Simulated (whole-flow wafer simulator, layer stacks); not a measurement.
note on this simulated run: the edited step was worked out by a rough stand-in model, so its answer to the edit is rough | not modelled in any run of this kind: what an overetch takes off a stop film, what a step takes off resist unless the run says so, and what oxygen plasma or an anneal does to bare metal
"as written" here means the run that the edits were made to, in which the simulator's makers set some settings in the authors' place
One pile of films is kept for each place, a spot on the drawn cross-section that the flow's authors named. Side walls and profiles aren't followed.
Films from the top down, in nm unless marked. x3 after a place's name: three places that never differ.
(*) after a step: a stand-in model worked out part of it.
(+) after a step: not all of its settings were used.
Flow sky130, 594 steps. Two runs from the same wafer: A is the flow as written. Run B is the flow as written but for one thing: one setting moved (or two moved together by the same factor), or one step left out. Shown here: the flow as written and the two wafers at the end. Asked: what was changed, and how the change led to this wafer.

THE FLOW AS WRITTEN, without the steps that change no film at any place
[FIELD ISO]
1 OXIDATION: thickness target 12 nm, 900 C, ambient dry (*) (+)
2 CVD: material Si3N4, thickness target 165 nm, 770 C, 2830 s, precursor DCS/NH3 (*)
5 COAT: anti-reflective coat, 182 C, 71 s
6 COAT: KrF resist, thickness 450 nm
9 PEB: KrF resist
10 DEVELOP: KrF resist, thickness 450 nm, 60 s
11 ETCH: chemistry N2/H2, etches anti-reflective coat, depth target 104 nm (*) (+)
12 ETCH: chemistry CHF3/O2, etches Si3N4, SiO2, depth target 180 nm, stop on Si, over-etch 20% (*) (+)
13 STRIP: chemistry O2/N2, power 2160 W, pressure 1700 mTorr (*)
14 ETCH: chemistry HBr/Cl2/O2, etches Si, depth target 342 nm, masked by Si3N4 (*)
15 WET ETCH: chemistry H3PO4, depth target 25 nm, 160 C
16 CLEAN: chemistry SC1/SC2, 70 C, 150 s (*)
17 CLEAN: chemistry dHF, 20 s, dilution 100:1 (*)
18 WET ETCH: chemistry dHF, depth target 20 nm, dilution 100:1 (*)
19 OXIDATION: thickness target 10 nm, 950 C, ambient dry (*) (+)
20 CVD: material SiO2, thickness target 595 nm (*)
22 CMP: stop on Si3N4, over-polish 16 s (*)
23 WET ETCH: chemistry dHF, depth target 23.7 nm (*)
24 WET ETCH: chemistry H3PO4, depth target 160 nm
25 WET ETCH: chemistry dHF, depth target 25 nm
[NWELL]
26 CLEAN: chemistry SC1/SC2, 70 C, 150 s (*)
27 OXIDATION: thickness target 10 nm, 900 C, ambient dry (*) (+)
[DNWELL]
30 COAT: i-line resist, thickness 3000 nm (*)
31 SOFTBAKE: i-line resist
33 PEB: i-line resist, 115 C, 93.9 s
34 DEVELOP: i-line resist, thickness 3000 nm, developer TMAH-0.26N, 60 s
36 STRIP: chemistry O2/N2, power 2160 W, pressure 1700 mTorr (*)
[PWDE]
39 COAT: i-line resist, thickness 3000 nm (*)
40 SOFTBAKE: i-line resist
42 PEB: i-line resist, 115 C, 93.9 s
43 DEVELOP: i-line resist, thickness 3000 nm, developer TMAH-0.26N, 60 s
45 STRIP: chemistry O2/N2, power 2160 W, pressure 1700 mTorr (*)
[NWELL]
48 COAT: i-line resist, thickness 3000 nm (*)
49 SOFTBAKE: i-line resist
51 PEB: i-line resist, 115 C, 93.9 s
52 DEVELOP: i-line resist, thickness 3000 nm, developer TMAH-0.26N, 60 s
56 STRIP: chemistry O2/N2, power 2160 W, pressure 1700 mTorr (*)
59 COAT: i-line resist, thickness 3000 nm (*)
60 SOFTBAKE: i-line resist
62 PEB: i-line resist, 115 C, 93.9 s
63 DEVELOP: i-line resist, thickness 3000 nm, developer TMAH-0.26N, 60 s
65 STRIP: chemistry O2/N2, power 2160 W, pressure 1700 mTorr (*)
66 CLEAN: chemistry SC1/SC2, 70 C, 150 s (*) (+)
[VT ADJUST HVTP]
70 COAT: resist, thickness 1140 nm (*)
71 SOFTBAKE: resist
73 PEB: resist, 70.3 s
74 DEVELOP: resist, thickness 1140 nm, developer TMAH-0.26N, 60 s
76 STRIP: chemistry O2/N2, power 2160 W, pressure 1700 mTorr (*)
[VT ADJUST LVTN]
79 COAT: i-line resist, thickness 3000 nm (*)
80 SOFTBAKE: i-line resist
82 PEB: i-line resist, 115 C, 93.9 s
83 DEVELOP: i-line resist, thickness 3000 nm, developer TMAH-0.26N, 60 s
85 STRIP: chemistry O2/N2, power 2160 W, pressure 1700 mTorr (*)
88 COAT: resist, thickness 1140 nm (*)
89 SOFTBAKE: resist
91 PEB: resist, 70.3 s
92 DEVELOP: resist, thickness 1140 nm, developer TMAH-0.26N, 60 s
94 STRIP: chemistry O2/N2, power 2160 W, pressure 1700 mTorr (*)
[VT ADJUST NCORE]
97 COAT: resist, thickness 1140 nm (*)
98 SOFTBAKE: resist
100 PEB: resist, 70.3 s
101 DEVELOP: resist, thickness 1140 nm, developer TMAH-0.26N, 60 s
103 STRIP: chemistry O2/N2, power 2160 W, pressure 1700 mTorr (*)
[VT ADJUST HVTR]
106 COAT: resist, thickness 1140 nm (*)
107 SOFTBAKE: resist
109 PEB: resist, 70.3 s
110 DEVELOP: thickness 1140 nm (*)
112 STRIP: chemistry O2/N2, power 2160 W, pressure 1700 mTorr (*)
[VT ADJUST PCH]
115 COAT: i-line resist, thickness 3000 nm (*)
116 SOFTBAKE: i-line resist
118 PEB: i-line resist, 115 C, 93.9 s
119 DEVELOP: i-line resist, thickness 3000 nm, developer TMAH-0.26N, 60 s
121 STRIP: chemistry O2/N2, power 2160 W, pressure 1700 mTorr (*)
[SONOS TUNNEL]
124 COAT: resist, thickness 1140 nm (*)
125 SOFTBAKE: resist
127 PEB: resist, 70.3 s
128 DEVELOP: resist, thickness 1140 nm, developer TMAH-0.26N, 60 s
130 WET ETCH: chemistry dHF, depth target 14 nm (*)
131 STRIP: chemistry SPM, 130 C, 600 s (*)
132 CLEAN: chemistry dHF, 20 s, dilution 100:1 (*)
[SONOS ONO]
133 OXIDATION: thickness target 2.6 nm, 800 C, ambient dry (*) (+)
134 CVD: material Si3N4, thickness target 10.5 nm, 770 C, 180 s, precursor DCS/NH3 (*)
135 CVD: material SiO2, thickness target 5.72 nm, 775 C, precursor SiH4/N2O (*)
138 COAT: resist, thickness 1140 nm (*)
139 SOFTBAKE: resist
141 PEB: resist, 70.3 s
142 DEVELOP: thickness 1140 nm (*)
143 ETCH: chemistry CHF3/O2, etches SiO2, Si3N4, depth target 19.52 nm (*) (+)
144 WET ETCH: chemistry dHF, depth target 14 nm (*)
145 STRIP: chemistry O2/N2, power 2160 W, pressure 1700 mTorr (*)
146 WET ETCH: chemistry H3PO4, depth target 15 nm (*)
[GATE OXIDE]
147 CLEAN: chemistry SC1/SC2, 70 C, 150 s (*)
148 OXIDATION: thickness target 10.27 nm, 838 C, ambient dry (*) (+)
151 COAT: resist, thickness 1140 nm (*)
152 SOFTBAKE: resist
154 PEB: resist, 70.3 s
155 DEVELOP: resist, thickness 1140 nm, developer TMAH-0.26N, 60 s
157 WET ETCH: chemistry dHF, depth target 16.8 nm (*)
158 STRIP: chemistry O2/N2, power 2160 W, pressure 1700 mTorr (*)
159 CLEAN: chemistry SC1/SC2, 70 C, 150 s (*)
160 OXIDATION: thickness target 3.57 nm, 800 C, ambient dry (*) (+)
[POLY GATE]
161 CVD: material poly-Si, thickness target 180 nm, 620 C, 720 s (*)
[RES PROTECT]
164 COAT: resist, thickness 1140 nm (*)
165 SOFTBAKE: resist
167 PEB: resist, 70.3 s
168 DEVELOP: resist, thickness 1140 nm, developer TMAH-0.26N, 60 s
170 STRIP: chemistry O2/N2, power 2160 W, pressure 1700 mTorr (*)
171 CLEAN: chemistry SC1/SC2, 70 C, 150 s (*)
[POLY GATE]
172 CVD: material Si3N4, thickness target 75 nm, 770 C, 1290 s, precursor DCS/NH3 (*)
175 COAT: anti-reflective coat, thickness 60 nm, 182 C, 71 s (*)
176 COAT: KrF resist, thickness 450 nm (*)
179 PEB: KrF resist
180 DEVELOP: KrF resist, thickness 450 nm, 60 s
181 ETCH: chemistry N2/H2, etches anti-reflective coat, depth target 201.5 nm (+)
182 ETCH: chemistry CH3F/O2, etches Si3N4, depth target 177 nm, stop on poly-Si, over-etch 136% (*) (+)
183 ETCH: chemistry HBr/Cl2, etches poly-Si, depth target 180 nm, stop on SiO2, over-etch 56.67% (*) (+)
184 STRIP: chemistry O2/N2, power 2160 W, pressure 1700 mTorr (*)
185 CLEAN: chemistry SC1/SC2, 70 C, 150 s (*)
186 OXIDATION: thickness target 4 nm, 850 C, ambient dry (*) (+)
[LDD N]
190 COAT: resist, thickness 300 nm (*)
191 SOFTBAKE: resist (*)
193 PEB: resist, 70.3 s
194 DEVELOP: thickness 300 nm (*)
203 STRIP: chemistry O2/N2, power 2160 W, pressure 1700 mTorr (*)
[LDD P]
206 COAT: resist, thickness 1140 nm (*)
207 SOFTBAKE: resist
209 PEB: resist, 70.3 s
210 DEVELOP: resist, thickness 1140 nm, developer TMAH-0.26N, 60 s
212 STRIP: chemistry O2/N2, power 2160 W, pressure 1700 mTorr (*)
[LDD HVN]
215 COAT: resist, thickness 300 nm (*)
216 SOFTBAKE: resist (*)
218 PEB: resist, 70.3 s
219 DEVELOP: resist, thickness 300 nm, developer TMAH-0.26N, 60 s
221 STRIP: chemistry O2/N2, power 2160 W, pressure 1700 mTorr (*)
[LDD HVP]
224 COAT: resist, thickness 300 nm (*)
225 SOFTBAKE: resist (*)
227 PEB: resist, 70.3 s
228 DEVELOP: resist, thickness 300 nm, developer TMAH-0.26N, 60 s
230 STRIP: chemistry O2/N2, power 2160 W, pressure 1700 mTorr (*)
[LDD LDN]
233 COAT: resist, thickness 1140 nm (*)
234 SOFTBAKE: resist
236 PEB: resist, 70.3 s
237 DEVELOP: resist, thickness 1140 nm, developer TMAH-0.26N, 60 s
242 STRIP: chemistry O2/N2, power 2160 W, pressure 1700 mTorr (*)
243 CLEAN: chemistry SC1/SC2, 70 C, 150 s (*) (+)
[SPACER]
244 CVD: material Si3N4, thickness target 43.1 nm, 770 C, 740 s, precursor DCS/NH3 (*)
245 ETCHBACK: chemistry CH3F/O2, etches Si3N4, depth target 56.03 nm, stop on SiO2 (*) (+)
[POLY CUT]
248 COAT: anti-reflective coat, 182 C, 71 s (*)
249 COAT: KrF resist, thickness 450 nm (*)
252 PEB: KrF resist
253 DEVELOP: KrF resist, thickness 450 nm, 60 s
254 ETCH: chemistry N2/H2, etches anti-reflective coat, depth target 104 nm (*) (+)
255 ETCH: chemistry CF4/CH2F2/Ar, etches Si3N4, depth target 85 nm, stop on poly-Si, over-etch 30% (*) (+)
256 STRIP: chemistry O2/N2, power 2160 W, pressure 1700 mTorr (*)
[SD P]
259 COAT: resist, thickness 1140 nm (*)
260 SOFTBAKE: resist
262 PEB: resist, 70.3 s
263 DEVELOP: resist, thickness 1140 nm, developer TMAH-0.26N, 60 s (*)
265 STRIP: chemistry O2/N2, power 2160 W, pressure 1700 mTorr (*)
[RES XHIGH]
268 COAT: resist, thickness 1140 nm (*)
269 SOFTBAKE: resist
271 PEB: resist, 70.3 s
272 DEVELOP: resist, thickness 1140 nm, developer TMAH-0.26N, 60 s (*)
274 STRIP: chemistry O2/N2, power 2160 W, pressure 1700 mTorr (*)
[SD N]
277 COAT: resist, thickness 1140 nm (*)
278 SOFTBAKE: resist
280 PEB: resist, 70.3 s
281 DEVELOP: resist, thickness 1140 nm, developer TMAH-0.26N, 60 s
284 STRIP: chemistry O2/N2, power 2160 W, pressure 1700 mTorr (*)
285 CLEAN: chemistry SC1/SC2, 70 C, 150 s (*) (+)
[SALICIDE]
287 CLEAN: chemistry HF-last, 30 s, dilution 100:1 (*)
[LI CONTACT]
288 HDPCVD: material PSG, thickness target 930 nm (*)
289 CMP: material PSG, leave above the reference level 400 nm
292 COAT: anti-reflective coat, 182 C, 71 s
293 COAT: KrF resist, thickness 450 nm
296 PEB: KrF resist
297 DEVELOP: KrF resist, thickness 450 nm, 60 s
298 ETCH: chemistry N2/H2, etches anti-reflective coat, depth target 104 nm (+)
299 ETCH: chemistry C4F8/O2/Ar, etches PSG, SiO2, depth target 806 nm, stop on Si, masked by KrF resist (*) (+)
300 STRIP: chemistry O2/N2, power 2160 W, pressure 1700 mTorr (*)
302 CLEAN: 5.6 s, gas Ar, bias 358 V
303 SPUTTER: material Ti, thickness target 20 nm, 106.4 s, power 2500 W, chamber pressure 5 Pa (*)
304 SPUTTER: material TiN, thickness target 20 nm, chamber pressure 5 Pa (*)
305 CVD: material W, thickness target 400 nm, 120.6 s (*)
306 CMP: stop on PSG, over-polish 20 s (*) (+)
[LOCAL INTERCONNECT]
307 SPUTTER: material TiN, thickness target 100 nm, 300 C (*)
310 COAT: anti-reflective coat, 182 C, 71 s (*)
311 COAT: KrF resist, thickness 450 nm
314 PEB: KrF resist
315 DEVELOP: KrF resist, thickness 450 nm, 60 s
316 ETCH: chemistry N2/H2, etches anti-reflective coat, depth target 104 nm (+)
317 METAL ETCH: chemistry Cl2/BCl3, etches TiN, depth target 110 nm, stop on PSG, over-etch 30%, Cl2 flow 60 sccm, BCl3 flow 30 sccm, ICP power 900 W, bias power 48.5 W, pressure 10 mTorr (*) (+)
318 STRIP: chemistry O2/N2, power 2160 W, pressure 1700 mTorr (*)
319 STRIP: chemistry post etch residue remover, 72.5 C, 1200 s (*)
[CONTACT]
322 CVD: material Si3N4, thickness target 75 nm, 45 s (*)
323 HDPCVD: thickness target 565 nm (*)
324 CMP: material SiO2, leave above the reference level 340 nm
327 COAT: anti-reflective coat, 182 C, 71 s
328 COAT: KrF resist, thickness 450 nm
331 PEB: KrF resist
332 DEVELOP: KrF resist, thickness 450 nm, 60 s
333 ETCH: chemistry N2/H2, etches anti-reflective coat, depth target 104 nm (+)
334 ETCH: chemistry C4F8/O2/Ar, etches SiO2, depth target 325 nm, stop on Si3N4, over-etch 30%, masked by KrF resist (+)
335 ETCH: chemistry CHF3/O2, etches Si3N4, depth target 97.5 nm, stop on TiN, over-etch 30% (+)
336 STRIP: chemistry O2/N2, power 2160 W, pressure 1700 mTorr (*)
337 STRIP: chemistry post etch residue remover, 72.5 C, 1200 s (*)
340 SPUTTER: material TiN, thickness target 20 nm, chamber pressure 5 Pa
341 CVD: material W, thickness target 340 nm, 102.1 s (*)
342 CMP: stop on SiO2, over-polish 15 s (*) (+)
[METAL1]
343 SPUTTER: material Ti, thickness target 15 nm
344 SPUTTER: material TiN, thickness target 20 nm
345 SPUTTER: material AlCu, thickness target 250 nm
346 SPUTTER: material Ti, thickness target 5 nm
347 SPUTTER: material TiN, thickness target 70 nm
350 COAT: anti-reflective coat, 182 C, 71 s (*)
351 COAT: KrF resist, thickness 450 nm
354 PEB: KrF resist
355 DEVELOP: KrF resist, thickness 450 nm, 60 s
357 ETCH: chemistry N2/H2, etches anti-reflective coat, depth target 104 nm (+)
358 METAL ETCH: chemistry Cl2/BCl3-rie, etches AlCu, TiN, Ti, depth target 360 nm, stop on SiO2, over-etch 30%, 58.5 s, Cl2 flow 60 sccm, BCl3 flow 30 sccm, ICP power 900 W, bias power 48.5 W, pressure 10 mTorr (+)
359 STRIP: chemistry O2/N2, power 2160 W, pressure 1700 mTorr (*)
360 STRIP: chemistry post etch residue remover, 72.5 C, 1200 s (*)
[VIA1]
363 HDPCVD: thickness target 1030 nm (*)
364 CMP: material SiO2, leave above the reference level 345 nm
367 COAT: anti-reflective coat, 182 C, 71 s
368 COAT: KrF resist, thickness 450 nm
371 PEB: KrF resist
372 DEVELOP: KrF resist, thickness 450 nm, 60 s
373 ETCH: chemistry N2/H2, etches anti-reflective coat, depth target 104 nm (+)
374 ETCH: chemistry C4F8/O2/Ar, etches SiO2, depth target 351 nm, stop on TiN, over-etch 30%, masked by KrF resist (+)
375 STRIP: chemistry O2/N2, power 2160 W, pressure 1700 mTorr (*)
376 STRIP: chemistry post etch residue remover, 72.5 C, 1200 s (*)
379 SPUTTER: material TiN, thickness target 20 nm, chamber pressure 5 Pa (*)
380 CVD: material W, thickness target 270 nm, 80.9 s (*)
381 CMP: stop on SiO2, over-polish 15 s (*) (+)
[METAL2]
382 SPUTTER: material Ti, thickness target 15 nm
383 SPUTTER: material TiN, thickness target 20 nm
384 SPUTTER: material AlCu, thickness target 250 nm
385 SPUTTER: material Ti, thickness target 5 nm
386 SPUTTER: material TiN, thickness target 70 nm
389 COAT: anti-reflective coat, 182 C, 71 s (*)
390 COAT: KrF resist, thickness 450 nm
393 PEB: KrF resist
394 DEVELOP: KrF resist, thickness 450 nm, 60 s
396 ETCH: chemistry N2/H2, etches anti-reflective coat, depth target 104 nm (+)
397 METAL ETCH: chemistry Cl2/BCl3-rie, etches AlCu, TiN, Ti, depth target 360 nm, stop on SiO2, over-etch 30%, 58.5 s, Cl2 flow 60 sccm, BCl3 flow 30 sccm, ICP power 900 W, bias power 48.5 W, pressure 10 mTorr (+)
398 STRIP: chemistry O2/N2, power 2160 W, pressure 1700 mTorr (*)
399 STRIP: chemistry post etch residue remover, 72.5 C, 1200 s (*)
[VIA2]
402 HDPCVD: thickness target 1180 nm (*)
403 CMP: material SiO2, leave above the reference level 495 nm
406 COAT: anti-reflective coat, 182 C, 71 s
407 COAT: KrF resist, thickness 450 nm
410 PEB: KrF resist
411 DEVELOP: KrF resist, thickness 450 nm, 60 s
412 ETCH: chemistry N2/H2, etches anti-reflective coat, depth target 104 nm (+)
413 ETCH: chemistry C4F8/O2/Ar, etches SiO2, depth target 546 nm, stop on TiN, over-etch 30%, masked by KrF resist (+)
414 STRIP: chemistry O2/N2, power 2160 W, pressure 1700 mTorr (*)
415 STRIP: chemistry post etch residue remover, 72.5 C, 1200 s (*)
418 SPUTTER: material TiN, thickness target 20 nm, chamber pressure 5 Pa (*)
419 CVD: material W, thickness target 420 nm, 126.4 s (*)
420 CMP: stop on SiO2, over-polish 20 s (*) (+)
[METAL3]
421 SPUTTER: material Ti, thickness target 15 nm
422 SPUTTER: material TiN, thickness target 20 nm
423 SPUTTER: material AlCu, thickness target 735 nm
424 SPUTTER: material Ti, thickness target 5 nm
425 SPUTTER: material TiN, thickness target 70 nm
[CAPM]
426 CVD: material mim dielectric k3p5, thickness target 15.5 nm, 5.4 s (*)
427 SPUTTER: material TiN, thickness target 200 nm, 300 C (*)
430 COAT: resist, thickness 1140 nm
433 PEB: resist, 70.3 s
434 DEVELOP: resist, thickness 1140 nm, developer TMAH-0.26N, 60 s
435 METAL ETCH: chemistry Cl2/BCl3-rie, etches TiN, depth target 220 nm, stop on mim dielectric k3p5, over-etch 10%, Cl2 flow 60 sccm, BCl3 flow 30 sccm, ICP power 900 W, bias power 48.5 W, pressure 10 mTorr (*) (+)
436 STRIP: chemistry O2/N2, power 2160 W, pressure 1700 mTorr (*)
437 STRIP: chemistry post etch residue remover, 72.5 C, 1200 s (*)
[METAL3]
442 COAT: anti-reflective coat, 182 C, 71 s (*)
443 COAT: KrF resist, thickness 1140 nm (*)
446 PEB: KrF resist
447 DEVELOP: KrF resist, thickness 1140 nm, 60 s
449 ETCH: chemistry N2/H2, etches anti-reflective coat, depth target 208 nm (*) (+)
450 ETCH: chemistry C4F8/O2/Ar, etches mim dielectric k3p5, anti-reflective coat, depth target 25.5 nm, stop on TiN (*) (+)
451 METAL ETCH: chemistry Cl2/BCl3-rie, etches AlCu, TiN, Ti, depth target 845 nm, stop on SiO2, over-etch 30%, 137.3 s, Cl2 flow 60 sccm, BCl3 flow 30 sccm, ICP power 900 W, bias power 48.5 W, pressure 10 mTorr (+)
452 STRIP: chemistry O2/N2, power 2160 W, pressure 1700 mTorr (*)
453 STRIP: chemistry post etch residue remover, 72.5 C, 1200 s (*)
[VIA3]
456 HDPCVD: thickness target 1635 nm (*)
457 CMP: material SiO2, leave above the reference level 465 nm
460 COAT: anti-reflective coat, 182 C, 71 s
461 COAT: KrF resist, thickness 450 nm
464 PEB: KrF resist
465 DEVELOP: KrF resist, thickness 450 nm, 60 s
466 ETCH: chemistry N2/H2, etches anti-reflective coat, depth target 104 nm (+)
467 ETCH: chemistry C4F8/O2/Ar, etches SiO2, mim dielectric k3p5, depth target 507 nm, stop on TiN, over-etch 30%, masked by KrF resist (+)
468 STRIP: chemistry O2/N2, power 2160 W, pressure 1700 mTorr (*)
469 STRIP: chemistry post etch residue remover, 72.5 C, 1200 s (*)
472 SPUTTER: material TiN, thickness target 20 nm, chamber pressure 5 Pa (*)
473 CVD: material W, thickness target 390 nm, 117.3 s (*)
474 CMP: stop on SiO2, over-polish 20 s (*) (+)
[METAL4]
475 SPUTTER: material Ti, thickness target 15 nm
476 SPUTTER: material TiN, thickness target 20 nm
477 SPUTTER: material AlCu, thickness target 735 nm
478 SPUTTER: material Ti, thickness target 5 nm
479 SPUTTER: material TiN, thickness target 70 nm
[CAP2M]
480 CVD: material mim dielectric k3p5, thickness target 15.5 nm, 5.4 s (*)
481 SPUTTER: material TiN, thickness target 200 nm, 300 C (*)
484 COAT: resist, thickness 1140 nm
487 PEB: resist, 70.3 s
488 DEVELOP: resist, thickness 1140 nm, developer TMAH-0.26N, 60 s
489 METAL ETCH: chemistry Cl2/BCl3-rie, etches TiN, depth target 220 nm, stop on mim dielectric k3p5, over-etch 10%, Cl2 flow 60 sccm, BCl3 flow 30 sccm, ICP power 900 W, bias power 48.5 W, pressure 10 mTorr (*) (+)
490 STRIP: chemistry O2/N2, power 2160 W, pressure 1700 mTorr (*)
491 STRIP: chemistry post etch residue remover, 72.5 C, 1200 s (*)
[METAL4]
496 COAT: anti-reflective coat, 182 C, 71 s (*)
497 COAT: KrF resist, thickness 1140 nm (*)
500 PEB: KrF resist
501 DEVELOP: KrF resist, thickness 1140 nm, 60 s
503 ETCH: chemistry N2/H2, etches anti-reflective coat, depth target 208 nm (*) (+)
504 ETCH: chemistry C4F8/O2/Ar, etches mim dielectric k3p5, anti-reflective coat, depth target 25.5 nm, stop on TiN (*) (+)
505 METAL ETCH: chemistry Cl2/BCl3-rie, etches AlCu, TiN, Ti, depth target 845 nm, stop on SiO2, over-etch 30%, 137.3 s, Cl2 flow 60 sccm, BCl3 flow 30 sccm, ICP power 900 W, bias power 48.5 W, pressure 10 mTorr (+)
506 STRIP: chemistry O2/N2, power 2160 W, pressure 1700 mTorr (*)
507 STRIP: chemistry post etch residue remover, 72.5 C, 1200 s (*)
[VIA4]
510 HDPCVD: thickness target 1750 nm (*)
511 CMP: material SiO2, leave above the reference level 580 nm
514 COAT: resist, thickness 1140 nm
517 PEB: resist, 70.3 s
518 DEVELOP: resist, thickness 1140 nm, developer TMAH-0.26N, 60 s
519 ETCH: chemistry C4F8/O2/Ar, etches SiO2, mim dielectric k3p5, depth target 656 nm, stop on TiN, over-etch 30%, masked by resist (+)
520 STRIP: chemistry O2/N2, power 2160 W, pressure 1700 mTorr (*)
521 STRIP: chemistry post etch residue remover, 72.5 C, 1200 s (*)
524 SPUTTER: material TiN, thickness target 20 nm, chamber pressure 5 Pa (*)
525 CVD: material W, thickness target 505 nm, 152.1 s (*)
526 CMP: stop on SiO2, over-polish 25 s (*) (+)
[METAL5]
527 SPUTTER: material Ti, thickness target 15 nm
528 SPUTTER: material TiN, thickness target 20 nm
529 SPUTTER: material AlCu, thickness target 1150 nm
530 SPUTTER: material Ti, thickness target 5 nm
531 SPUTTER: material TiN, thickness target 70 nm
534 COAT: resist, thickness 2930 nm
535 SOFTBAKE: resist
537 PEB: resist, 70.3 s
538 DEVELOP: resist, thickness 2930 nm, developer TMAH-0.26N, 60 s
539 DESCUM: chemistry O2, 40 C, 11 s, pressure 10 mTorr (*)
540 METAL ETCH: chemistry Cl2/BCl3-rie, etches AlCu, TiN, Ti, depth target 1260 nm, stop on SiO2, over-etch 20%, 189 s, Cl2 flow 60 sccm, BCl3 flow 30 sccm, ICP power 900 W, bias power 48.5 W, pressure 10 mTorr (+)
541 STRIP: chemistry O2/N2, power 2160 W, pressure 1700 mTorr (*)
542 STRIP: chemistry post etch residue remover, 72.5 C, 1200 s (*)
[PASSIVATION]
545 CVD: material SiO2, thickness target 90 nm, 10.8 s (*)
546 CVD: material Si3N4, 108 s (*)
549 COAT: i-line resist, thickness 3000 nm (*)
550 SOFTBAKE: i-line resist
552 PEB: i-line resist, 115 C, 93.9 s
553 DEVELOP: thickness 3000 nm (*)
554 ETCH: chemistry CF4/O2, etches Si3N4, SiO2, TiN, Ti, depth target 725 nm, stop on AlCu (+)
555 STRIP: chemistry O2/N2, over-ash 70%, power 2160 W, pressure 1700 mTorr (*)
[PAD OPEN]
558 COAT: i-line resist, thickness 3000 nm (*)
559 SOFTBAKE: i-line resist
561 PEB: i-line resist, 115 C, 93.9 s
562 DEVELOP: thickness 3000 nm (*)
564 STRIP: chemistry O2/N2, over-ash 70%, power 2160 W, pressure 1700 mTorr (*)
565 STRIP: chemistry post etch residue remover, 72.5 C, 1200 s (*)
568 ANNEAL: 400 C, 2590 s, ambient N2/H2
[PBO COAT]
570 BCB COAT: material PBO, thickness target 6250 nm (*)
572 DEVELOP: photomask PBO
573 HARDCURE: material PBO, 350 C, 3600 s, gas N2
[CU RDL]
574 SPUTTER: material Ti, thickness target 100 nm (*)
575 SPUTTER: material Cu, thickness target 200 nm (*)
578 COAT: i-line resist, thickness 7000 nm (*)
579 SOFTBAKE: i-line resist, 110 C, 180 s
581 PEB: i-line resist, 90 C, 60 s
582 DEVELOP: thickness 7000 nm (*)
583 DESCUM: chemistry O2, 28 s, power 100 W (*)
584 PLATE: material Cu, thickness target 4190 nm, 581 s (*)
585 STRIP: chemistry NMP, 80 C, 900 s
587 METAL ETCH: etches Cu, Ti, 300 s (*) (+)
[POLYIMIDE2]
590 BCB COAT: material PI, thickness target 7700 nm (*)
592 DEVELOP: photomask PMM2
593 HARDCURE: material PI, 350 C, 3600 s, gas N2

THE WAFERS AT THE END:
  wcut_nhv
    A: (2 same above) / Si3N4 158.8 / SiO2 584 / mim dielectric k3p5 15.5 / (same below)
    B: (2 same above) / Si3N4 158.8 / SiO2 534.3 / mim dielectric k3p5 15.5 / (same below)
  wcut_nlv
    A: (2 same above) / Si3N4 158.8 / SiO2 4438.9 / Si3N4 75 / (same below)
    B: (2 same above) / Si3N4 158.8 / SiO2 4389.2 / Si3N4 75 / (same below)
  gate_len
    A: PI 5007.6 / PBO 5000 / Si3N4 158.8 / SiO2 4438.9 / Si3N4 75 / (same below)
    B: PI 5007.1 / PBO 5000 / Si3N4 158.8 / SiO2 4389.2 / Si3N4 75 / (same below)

The cause: step 545, CVD: thickness target 54 nm was run, where the flow has thickness target 90 nm; step 545, CVD: 6.48 s was run, where the flow has 10.8 s.

How the change led to this, step by step:
  545 CVD: material SiO2, thickness target 90 nm, 10.8 s (*)
      field, active, gate and 175 more: A SiO2 +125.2 | B SiO2 +75.5
      n_well, p_well, sd_n and 12 more: A SiO2 +125.2 (new film) | B SiO2 +75.5 (new film)
  550 SOFTBAKE: i-line resist
      gate_p_lvt, iso_guard_hv_nw: A i-line resist +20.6 | B i-line resist +19.1
      active: A i-line resist +12 | B i-line resist +11
      (and at 56 more places)
  554 ETCH: chemistry CF4/O2, etches Si3N4, SiO2, TiN, Ti, depth target 725 nm, stop on AlCu (+)
      field, active, n_well and 189 more: A i-line resist -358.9 | B i-line resist -309.2
      pad: A Si3N4 -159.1 (all of it), SiO2 -125.2 (all of it), TiN -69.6 (all of it), Ti -5 (all of it) | B Si3N4 -159.1 (all of it), SiO2 -75.5 (all of it), TiN -69.6 (all of it), Ti -5 (all of it)
  555 STRIP: chemistry O2/N2, over-ash 70%, power 2160 W, pressure 1700 mTorr (*)
      n_well, p_well, sd_n, sd_p: A i-line resist -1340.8 (all of it) | B i-line resist -1390.5 (all of it)
      m1: A i-line resist -1364.1 (all of it) | B i-line resist -1411.8 (all of it)
      (and at 8 more places)
  558 COAT: i-line resist, thickness 3000 nm (*)
      pad: A i-line resist +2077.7 (new film) | B i-line resist +2027.7 (new film)
  559 SOFTBAKE: i-line resist
      gate_p_lvt, iso_guard_hv_nw: A i-line resist +20.6 | B i-line resist +19.1
      field: A i-line resist +12.5 | B i-line resist +11.4
      (and at 63 more places)
  561 PEB: i-line resist, 115 C, 93.9 s
      pad: A i-line resist -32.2 | B i-line resist -31.3
  562 DEVELOP: thickness 3000 nm (*)
      pad: A i-line resist -2045.5 (all of it) | B i-line resist -1996.4 (all of it)
  578 COAT: i-line resist, thickness 7000 nm (*)
      pad: A i-line resist +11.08 um (new film) | B i-line resist +11.03 um (new film)
  579 SOFTBAKE: i-line resist, 110 C, 180 s
      mim, vcap_hvt: A i-line resist -16.8 | B i-line resist -16
      iso_guard__w1: A i-line resist -16.6 | B i-line resist -15.8
      (and at 27 more places)
  582 DEVELOP: thickness 7000 nm (*)
      pad: A i-line resist -11.08 um (all of it) | B i-line resist -11.03 um (all of it)
